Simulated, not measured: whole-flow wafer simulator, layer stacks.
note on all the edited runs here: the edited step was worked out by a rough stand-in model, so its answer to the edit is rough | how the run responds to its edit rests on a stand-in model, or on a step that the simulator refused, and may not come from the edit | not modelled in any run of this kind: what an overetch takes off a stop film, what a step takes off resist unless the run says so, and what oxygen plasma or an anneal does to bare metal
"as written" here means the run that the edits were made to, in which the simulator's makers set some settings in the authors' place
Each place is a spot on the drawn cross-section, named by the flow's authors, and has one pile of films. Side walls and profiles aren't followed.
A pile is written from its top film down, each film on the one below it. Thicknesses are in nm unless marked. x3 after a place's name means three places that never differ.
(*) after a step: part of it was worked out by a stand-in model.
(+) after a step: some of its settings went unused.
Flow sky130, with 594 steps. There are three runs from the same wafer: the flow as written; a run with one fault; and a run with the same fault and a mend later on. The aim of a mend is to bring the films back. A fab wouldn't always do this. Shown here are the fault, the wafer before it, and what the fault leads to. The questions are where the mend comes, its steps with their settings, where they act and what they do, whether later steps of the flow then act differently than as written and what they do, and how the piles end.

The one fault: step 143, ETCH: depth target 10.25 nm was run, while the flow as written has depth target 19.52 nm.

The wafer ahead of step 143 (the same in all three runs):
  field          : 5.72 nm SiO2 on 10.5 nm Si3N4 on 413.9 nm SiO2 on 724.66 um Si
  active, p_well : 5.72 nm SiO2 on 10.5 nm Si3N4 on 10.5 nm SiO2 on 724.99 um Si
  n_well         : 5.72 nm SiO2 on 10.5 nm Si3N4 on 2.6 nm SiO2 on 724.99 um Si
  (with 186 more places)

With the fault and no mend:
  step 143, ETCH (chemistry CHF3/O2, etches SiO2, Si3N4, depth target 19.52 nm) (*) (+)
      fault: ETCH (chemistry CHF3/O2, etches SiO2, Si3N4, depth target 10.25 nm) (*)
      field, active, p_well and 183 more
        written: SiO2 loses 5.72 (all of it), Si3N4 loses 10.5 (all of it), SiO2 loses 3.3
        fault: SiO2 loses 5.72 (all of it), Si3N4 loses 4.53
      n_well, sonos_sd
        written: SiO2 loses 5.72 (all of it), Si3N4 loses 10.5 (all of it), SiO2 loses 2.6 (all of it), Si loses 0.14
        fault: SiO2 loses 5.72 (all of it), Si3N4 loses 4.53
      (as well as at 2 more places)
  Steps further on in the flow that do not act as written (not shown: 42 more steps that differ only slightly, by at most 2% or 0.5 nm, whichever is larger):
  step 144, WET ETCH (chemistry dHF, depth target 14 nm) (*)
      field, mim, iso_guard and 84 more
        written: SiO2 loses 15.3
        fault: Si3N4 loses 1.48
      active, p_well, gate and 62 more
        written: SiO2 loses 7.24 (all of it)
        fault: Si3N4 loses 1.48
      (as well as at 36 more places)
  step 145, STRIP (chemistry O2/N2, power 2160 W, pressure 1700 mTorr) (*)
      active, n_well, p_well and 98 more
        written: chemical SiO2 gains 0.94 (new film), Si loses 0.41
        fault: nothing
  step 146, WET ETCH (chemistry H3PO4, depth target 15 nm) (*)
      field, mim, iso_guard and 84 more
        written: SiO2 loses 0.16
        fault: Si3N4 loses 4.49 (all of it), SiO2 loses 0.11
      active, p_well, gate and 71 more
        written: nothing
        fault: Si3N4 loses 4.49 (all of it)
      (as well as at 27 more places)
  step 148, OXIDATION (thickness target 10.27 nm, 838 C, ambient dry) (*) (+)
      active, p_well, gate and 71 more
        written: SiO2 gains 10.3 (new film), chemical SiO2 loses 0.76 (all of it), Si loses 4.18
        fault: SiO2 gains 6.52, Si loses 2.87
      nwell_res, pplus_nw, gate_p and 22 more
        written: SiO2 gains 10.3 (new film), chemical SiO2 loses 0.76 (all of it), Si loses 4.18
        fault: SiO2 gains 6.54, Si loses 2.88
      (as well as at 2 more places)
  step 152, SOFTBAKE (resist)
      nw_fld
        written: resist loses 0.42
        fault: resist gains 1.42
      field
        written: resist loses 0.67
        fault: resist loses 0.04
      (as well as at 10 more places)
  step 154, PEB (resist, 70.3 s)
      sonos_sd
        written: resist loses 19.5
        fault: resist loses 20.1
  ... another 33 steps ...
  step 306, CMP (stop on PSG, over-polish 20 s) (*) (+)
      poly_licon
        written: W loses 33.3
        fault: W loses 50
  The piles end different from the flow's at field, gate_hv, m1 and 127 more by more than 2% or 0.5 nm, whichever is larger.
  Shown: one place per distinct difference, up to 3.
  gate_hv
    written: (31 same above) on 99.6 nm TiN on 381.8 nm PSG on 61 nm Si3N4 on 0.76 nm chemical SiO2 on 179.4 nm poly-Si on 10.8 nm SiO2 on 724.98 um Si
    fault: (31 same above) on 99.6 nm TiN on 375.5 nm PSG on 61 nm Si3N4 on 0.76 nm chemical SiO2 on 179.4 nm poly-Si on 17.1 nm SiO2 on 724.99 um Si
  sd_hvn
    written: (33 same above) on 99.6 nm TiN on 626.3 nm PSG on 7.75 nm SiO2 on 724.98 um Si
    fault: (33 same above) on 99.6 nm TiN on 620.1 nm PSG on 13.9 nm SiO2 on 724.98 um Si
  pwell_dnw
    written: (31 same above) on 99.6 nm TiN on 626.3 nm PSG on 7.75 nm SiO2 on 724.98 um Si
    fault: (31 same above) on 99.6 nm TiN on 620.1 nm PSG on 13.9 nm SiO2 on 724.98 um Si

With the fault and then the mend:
  The mend follows step 143.
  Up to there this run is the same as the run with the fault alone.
  step 143a, ETCH (chemistry CHF3/O2, etches SiO2, Si3N4, depth target 9.272 nm) (*) (+) (the flow's step 143, run once more with other settings)
      field, active, p_well and 183 more
        Si3N4 loses 5.97 (all of it), SiO2 loses 3.3
      n_well, sonos_sd
        Si3N4 loses 5.97 (all of it), SiO2 loses 2.6 (all of it), Si loses 0.14
      sonos_cell, sonos_cell_x
        resist loses 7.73
  Later steps of the flow that are run all act as written at every place that is followed, up to a difference of at most 2% or 0.5 nm, whichever is larger.
  The piles end the same as the flow's at every place that both follow.
